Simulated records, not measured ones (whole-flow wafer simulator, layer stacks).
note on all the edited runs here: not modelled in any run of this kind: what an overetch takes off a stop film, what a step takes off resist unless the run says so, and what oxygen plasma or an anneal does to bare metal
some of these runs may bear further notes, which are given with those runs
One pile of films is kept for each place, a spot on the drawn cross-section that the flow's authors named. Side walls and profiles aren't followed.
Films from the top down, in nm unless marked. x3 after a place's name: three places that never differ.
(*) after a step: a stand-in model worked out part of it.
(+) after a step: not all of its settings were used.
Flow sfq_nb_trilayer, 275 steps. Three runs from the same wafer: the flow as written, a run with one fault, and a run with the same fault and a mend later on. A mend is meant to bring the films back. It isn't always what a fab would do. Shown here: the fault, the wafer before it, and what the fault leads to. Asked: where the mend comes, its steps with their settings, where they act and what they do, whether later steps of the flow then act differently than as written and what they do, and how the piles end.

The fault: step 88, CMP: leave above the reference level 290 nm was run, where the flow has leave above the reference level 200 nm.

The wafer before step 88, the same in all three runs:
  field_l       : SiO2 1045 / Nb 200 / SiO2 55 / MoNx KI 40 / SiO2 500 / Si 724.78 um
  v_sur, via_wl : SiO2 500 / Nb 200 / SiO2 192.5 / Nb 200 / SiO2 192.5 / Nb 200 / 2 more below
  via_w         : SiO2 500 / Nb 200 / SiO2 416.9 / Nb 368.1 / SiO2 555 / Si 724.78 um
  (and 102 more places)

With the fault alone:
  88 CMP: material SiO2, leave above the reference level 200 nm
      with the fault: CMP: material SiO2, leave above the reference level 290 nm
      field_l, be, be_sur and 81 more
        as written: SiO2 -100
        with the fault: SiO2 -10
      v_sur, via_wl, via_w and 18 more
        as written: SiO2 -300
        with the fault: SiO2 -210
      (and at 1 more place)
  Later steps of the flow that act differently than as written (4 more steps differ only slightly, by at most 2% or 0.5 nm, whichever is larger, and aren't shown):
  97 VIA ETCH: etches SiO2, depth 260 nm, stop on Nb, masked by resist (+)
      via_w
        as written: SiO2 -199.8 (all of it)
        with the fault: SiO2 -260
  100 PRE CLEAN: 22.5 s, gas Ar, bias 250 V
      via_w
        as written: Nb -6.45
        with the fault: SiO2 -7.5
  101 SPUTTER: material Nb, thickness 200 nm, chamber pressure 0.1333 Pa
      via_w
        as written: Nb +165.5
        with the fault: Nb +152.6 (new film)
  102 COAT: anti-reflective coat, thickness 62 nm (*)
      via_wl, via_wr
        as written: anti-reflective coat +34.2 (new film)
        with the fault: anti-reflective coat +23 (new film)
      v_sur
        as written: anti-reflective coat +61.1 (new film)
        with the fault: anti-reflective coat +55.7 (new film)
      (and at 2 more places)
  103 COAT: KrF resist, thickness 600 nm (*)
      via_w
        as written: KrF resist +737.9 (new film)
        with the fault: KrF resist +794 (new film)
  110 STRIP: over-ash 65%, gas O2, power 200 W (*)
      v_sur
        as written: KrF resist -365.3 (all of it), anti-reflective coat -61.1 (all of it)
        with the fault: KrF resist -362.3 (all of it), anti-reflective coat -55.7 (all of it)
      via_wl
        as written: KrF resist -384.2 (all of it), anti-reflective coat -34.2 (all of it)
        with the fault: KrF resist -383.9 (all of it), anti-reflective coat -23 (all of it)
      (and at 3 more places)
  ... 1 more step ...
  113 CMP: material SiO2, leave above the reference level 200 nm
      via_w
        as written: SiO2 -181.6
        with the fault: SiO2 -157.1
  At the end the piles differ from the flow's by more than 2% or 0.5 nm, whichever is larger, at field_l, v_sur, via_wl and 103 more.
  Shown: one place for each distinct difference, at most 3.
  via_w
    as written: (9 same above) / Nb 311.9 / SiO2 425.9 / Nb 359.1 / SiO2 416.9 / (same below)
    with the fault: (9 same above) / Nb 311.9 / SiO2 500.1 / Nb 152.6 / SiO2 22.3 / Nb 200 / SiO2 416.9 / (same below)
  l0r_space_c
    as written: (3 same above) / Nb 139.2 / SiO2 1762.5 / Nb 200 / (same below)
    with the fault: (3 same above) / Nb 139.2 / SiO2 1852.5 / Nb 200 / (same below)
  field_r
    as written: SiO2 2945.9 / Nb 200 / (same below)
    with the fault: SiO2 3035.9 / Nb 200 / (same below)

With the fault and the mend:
  The mend comes after step 95.
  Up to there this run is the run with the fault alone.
  95a STRIP: over-ash 65%, gas O2, power 200 W (*)
      field_l, v_sur, via_wl and 102 more
        KrF resist -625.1 (all of it), anti-reflective coat -62 (all of it)
      via_w
        anti-reflective coat -62 (all of it)
  95b CMP: material SiO2, leave above the reference level 200 nm (the flow's step 88 once more)
      field_l, v_sur, via_wl and 103 more
        SiO2 -90
  95c COAT: anti-reflective coat, thickness 62 nm (the flow's step 90 once more)
      field_l, v_sur, via_wl and 103 more
        anti-reflective coat +62 (new film)
  95d COAT: KrF resist, thickness 650 nm (the flow's step 91 once more)
      field_l, v_sur, via_wl and 103 more
        KrF resist +650 (new film)
  95e SOFTBAKE: KrF resist (the flow's step 92 once more)
      changes no film at any place that is followed
  95f EXPOSE: photomask I2, dose 11.91 mJ/cm2, NA 0.6, wavelength 248 nm (*) (the flow's step 93 once more)
      changes no film at any place that is followed
  95g PEB: KrF resist, 90 s (the flow's step 94 once more)
      field_l, v_sur, via_wl and 103 more
        KrF resist -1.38
  95h DEVELOP: KrF resist, thickness 650 nm, 60 s (the flow's step 95 once more)
      field_l, v_sur, via_wl and 102 more
        KrF resist -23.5
      via_w
        KrF resist -648.6 (all of it)
  No later step of the flow acts differently than as written at any place that is followed.
  At the end the piles are the same as the flow's at every place that both follow.
